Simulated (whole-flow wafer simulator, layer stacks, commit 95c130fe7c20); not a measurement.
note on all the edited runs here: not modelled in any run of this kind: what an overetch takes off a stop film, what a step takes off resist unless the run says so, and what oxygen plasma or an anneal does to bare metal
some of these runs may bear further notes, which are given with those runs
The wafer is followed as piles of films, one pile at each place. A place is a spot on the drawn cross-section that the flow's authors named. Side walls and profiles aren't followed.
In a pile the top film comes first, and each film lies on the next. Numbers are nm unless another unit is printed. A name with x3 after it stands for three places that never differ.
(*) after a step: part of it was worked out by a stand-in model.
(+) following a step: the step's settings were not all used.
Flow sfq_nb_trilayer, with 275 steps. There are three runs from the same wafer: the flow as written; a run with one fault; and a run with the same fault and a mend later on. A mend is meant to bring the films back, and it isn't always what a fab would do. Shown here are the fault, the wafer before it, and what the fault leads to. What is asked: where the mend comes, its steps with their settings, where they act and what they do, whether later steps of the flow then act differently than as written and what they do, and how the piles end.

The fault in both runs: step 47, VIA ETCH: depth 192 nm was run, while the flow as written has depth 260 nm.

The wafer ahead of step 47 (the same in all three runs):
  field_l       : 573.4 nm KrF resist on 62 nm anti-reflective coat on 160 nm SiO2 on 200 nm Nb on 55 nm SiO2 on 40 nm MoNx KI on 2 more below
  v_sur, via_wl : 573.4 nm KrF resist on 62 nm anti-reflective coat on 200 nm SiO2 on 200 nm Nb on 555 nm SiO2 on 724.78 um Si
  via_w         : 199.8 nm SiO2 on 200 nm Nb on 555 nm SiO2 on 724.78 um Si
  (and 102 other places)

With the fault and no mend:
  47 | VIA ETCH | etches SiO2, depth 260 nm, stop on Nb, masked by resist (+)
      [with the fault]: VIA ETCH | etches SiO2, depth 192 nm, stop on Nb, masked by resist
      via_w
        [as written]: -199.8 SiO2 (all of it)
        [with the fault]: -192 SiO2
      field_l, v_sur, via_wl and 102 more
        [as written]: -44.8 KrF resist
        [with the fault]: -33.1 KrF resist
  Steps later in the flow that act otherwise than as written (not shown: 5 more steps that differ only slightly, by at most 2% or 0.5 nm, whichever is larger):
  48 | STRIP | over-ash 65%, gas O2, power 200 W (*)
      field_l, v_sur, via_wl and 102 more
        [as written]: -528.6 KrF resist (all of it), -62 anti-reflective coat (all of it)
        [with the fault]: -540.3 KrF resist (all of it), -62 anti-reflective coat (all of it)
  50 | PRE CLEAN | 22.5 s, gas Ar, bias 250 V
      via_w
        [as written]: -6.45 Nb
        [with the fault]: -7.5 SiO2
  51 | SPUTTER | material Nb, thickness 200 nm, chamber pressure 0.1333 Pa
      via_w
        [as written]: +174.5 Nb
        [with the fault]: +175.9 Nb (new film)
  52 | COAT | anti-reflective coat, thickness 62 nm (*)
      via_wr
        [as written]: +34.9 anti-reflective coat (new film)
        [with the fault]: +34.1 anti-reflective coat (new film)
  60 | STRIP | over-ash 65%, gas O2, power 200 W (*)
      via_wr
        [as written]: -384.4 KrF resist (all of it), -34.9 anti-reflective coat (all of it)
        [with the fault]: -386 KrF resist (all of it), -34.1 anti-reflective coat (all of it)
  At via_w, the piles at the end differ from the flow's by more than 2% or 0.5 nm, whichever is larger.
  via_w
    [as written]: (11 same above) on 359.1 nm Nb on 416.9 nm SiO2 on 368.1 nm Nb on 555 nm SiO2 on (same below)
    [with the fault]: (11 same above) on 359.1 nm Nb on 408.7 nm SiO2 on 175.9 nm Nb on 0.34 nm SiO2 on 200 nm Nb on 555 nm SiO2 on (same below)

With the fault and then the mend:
  The mend follows step 48.
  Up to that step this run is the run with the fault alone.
  48a | COAT | anti-reflective coat, thickness 62 nm (*) (the flow's step 40, run once more)
      p4_fl x3, p4_w1 x9, p4_g1 x2 and 63 more
        +62 anti-reflective coat (new film)
      r_sur, res, r_end and 9 more
        +61.8 anti-reflective coat (new film)
      jj_sur, ce_l, c5j, ce_r, sp_r, be_r
        +61.7 anti-reflective coat (new film)
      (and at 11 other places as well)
  48b | COAT | KrF resist, thickness 650 nm (*) (the flow's step 41, run once more)
      p4_fl x3, p4_w1 x9, p4_g1 x2 and 63 more
        +650 KrF resist (new film)
      moat, field_r, lsp_l, ln_m5, lsp_m, ln_m6, lsp_r, l0_sur
        +649.5 KrF resist (new film)
      r_sur, res, r_end, l0v
        +649.4 KrF resist (new film)
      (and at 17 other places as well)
  48c | SOFTBAKE | KrF resist (the flow's step 42, run once more)
      does not change any film at any place that is followed
  48d | EXPOSE | photomask I0, dose 11.91 mJ/cm2, NA 0.6, wavelength 248 nm (*) (the flow's step 43, run once more)
      does not change any film at any place that is followed
  48e | PEB | KrF resist, 90 s (the flow's step 44, run once more)
      jj_sur, ce_l, c5j and 92 more
        -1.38 KrF resist
      via_v, wire, be, be_sur, gap
        -1.37 KrF resist
      v_sur, via_sp
        -1.35 KrF resist
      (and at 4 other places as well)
  48f | DEVELOP | KrF resist, thickness 650 nm, 60 s (the flow's step 45, run once more)
      field_l, v_sur, via_wl and 102 more
        -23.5 KrF resist
      via_w
        -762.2 KrF resist (all of it)
  48g | VIA ETCH | etches anti-reflective coat, depth 125 nm, masked by resist (+) (the flow's step 46, run once more)
      field_l, v_sur, via_wl and 102 more
        -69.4 KrF resist
      via_w
        -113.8 anti-reflective coat (all of it), -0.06 SiO2
  48h | VIA ETCH | etches SiO2, depth 68 nm, stop on Nb, masked by resist (+) (the flow's step 47, run once more with other settings)
      field_l, v_sur, via_wl and 102 more
        -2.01 KrF resist
      via_w
        -7.79 SiO2 (all of it)
  48i | STRIP | over-ash 65%, gas O2, power 200 W (*) (the flow's step 48, run once more)
      p4_fl x3, p4_w1 x9, p4_g1 x2 and 63 more
        -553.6 KrF resist (all of it), -62 anti-reflective coat (all of it)
      res, r_end, moat, field_r, lsp_l, l0_sur
        -553.1 KrF resist (all of it), -61.8 anti-reflective coat (all of it)
      ln_m5, lsp_m, ln_m6, lsp_r
        -553.2 KrF resist (all of it), -61.8 anti-reflective coat (all of it)
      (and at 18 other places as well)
  Later steps of the flow that are run all act as written at every place that is followed, up to a difference of at most 2% or 0.5 nm, whichever is larger.
  The piles end only slightly different from the flow's at the places that both follow, by no more than 2% or 0.5 nm, whichever is larger.
